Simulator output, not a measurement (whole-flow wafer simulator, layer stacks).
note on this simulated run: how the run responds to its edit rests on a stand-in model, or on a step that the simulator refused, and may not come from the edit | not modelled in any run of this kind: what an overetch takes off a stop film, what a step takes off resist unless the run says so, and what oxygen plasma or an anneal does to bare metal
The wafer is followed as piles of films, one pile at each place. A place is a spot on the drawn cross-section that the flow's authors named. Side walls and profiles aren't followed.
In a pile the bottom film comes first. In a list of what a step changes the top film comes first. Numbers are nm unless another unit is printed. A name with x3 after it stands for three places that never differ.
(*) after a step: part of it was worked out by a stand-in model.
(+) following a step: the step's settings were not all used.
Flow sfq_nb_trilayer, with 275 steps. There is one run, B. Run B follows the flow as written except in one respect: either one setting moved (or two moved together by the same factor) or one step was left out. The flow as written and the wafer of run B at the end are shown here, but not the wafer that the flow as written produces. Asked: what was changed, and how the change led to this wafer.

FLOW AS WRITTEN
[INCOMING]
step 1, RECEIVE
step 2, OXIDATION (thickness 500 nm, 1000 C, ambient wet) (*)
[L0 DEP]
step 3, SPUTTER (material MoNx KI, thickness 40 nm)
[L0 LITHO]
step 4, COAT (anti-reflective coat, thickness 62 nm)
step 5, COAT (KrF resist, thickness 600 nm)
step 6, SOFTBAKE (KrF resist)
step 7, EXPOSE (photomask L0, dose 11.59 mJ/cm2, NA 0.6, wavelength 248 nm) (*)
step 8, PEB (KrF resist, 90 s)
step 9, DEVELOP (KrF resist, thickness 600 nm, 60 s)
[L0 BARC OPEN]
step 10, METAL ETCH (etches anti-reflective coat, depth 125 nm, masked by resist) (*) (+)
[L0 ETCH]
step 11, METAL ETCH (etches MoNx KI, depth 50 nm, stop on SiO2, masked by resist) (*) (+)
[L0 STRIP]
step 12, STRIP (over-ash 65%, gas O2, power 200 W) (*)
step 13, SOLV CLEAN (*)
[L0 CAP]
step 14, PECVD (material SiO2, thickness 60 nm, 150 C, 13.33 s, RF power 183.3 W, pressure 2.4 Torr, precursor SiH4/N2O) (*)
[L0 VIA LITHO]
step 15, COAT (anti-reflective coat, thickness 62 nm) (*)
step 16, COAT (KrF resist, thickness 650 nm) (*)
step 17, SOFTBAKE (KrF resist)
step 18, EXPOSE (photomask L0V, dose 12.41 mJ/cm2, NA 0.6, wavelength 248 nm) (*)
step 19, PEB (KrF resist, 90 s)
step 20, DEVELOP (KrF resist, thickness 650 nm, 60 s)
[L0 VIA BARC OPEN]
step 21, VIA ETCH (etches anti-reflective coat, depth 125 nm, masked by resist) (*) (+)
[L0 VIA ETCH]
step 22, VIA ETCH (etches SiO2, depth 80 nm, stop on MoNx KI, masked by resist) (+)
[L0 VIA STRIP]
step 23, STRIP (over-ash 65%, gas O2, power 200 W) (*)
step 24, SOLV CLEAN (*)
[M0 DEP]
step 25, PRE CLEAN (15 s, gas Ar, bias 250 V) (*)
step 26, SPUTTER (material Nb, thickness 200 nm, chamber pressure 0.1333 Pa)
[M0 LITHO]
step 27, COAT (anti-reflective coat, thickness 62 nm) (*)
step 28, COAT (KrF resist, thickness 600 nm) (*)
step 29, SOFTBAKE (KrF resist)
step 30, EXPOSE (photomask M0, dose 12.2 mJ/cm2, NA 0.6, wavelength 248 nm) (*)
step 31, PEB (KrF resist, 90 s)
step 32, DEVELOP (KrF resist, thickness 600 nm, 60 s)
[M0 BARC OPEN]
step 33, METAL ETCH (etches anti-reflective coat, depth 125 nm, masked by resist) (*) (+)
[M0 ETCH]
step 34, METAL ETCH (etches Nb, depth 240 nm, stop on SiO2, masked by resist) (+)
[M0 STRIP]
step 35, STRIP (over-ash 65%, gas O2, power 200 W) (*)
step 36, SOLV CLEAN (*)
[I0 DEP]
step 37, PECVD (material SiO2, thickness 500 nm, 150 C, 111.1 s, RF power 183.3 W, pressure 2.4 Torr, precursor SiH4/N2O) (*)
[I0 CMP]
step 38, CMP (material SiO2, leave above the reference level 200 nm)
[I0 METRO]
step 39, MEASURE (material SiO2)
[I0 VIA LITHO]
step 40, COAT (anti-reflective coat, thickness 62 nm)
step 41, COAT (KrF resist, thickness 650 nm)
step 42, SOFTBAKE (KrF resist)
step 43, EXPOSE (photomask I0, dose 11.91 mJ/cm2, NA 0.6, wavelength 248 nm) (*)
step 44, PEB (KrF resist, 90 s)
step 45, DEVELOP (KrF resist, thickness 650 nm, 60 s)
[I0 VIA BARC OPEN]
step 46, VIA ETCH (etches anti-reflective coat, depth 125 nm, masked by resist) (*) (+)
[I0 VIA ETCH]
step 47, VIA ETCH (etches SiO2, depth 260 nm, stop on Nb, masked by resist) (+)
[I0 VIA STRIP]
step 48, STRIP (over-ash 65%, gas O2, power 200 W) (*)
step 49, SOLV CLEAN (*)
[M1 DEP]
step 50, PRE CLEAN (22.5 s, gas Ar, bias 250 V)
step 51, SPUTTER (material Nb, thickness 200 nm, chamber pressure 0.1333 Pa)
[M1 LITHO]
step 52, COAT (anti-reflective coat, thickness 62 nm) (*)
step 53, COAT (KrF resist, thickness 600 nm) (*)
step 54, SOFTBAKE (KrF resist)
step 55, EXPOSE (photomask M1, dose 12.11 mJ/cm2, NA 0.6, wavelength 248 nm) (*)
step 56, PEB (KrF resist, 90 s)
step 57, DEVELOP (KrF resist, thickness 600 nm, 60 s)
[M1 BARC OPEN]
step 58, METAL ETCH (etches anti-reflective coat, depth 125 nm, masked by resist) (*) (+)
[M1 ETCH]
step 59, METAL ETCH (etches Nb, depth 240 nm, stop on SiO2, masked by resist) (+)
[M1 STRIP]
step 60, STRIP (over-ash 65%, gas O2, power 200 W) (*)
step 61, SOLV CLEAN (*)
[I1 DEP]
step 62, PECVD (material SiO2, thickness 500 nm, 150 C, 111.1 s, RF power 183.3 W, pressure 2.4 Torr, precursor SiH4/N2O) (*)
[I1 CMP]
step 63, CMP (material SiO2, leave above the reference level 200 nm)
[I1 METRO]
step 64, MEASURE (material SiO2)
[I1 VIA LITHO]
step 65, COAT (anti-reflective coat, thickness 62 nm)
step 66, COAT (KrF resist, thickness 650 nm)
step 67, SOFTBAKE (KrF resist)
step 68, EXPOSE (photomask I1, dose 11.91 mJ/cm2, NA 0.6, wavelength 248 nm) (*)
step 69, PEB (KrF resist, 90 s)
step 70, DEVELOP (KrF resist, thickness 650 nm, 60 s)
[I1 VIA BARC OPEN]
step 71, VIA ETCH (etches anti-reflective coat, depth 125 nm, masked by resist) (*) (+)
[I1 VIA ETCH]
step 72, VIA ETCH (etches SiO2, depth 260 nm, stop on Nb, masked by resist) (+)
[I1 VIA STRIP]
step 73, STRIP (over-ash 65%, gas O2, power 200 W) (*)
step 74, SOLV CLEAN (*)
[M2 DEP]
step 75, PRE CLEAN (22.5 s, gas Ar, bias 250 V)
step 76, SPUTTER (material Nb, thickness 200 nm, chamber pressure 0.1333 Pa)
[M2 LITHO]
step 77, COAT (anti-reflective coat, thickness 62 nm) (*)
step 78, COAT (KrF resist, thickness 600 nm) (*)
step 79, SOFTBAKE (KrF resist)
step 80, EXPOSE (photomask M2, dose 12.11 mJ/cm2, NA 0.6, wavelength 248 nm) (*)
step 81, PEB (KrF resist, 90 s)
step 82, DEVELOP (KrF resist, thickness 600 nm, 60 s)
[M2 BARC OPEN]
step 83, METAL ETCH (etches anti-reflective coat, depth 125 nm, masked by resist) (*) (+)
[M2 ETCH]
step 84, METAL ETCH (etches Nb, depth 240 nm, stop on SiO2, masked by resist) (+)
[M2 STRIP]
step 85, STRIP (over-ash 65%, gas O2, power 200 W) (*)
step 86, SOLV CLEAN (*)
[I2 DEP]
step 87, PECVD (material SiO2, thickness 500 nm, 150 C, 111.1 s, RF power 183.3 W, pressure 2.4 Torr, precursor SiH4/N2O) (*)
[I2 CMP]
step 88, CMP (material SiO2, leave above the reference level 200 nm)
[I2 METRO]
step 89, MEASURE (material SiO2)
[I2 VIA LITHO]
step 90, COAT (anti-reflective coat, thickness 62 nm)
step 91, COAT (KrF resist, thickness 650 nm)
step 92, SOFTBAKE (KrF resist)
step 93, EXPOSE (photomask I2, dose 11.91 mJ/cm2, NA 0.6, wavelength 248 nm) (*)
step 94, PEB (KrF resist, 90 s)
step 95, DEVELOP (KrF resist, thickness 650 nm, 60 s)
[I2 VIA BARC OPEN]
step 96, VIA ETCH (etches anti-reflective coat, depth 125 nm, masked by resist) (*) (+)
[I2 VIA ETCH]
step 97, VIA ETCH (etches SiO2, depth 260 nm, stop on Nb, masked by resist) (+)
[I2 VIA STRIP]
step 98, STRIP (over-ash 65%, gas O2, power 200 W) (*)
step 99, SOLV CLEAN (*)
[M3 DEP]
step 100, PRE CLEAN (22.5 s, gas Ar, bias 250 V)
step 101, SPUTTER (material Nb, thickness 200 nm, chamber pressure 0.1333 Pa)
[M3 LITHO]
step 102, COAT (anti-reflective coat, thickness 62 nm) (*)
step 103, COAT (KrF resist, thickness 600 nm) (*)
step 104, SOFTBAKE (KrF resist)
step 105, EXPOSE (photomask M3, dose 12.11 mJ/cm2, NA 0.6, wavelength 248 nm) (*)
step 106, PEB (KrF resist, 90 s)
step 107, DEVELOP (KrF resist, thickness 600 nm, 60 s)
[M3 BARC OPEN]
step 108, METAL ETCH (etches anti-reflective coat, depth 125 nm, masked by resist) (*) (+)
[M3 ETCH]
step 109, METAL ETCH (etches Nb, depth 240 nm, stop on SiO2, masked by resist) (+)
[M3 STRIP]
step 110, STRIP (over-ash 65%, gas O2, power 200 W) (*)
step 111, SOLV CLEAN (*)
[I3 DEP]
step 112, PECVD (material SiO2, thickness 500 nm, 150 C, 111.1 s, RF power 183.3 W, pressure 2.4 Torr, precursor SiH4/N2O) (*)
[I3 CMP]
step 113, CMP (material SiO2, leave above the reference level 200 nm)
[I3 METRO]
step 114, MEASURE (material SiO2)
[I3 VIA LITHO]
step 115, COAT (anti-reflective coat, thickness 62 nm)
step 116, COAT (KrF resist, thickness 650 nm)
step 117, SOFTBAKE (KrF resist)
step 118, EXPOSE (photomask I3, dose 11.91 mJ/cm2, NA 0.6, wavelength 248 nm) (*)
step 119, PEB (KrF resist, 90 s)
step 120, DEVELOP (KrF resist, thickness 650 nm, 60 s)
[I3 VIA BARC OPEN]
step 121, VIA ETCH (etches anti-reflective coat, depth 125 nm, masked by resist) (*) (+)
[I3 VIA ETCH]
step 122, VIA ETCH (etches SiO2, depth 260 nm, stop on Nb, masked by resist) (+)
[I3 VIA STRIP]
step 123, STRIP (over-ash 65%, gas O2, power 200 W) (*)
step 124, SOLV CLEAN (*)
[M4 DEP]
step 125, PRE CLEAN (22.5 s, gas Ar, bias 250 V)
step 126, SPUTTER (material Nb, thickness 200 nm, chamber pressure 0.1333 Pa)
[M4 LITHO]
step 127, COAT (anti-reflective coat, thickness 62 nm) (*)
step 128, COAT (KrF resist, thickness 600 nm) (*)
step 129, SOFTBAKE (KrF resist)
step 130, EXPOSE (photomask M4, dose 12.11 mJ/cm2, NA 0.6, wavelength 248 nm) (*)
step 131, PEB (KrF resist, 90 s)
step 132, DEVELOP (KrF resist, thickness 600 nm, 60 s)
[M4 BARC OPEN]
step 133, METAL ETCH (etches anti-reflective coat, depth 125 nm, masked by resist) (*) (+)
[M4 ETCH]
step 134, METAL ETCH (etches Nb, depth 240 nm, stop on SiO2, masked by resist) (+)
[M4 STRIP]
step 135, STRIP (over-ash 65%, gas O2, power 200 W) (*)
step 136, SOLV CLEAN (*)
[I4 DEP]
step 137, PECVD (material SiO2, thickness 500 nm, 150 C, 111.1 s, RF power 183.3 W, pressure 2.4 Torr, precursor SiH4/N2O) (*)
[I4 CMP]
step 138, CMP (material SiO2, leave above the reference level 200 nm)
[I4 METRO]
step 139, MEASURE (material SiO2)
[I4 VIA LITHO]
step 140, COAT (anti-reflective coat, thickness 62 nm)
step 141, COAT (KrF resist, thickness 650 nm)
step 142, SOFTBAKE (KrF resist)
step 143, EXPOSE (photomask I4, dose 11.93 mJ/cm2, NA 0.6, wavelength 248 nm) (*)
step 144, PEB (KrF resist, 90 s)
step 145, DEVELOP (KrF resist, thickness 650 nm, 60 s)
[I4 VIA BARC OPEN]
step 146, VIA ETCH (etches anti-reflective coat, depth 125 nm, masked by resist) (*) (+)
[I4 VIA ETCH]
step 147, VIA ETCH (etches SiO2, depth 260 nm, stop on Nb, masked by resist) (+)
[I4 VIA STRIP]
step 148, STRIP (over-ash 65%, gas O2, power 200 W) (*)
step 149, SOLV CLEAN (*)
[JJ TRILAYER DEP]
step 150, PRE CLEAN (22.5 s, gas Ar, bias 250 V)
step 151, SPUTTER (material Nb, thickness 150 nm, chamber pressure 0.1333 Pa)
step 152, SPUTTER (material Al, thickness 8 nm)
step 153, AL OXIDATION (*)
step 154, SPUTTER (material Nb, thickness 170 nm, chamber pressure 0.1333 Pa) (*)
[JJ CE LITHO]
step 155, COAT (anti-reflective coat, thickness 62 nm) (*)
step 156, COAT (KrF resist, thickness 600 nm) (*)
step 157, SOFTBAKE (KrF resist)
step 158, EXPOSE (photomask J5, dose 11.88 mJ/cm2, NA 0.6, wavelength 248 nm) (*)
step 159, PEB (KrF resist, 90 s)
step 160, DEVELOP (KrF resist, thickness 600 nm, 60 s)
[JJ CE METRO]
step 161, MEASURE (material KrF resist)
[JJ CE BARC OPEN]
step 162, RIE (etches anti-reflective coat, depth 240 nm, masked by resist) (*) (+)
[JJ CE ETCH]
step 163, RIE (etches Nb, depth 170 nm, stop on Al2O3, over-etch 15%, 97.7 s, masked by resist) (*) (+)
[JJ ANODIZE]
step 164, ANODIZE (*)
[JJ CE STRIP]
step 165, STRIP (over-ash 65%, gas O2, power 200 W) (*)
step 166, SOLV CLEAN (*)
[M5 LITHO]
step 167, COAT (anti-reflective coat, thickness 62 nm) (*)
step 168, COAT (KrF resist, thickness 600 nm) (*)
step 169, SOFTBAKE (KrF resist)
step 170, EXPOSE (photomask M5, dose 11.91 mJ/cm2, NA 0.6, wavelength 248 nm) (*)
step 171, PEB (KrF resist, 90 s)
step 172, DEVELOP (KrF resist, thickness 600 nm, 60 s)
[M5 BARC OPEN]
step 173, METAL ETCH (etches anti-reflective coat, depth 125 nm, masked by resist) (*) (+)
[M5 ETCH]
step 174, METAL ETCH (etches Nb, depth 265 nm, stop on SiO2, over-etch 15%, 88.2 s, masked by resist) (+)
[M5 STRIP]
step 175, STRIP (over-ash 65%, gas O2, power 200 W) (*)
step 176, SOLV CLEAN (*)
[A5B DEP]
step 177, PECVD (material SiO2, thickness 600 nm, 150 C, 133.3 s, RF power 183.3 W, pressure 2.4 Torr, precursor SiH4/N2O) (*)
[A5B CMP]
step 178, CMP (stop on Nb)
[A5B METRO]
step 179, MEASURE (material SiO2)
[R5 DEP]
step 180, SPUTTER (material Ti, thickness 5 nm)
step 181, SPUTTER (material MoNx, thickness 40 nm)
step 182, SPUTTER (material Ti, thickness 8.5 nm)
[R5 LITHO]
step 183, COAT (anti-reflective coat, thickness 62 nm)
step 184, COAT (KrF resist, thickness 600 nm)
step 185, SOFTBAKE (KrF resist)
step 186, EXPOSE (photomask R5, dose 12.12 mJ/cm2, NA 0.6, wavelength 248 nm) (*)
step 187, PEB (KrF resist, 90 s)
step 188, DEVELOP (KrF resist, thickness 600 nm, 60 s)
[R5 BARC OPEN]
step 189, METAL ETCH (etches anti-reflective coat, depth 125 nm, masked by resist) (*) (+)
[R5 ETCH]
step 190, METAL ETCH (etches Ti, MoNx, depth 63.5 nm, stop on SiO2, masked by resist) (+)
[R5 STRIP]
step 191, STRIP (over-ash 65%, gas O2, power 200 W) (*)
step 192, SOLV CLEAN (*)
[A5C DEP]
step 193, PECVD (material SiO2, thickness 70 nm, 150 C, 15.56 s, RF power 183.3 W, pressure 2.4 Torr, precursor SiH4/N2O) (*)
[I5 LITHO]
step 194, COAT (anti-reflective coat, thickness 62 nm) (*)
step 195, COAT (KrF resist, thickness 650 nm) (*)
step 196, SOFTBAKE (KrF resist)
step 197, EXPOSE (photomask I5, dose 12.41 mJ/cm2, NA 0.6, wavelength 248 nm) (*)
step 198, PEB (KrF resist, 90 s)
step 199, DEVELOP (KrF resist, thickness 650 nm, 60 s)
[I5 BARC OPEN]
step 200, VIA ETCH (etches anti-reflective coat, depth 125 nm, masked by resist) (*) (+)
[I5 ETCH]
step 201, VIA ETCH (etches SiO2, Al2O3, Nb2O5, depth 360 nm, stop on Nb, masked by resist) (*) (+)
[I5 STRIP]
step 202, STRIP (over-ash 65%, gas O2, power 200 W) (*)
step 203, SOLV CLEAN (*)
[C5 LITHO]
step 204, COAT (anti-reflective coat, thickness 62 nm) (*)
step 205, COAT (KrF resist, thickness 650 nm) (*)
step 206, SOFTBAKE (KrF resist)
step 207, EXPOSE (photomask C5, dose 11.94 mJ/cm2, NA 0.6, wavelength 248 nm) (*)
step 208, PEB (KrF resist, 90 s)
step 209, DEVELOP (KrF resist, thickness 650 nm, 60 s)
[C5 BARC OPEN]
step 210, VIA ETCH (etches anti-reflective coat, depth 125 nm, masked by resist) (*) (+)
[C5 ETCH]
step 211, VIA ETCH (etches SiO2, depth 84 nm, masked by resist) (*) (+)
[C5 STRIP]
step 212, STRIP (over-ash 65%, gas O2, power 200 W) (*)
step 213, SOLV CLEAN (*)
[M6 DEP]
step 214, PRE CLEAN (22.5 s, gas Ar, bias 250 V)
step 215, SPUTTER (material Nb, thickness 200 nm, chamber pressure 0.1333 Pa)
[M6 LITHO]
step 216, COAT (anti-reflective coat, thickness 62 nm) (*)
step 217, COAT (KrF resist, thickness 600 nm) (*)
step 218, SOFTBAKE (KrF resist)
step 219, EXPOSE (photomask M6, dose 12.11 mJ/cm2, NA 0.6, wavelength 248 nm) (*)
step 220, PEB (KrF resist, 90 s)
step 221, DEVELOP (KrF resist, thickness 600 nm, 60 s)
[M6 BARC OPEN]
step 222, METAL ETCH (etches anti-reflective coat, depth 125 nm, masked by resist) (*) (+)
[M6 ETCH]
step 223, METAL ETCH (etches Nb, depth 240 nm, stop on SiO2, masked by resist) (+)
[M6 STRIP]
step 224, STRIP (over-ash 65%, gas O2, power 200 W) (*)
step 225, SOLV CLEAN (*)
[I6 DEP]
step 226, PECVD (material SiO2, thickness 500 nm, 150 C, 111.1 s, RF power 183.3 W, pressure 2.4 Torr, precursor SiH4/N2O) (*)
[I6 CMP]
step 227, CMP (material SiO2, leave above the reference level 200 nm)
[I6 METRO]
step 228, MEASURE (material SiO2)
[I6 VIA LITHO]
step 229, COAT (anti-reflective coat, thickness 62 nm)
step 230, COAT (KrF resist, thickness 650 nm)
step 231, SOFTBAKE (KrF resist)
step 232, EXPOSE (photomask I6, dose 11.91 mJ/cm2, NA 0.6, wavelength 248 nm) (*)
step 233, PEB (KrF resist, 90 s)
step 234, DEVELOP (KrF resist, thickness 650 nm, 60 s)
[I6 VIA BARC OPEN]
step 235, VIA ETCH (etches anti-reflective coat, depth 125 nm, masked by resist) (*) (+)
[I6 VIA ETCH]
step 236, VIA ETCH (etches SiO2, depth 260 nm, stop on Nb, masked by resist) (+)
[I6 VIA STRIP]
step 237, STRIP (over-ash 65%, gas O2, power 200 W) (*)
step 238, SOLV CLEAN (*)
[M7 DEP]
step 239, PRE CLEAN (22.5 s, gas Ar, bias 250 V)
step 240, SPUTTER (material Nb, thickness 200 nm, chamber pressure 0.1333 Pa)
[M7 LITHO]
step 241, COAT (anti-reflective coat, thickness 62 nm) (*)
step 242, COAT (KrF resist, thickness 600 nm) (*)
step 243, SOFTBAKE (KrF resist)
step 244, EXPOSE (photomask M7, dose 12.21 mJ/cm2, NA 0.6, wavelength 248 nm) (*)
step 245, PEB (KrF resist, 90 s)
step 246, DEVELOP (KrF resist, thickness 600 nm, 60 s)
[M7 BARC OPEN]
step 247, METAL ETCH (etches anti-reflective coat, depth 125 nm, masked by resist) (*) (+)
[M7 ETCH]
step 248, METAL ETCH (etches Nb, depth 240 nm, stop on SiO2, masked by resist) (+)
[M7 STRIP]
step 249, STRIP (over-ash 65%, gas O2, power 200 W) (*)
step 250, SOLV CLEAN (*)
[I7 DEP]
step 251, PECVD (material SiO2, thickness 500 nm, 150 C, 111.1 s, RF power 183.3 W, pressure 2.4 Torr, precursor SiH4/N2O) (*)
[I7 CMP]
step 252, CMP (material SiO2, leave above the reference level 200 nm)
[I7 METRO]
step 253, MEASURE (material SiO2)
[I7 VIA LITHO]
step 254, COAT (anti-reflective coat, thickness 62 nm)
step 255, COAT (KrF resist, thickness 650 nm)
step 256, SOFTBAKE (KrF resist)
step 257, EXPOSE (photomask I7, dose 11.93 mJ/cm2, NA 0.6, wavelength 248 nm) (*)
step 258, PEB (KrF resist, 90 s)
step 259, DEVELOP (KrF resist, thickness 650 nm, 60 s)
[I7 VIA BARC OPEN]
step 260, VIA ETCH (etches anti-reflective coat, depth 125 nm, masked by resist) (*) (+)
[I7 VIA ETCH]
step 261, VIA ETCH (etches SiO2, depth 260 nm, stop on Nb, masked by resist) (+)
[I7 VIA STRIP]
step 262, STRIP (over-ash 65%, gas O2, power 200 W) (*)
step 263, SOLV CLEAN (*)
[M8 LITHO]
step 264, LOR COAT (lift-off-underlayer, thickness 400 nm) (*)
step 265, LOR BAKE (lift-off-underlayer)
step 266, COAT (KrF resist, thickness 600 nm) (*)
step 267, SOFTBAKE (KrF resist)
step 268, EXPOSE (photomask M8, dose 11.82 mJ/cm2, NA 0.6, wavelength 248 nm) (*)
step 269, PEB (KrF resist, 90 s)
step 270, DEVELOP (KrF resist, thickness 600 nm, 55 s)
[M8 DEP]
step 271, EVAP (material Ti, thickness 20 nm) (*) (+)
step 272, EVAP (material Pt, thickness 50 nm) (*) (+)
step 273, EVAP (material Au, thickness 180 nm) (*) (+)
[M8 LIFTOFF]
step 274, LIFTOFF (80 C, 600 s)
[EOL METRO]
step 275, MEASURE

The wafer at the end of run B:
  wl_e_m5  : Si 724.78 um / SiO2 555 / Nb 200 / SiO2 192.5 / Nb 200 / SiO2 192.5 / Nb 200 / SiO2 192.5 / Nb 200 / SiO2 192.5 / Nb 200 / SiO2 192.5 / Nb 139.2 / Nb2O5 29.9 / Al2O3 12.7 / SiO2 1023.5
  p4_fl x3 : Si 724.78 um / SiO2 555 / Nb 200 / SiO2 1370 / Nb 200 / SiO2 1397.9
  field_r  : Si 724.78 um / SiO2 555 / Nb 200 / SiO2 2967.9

Cause: step 215, SPUTTER: thickness 222 nm was run, whereas the flow has thickness 200 nm.

How this came from the change, step by step:
  step 215, SPUTTER (material Nb, thickness 200 nm, chamber pressure 0.1333 Pa)
      field_l, v_sur, via_wl and 100 more: Nb gains 222 (new film) (it would be, as written: Nb gains 200 (new film))
      be: Nb gains 163.3 (it would be, as written: Nb gains 147.3)
      (and at 2 other places as well)
  step 223, METAL ETCH (etches Nb, depth 240 nm, stop on SiO2, masked by resist) (+)
      field_l, gap, moat and 76 more: Nb loses 222 (all of it) (it would be, as written: Nb loses 200 (all of it))
  step 226, PECVD (material SiO2, thickness 500 nm, 150 C, 111.1 s, RF power 183.3 W, pressure 2.4 Torr, precursor SiH4/N2O) (*)
      gap, wl_a_sl, m6r_space_l x2: SiO2 gains 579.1 (it would be, as written: SiO2 gains 557.1)
  step 227, CMP (material SiO2, leave above the reference level 200 nm)
      field_l, p4_fl x3, p4_w1 x9 and 49 more: SiO2 loses 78 (it would be, as written: SiO2 loses 100)
      moat, field_r, lsp_l, ln_m5, lsp_m: SiO2 loses 70.9 (it would be, as written: SiO2 loses 93.6)
      (and at 8 other places as well)
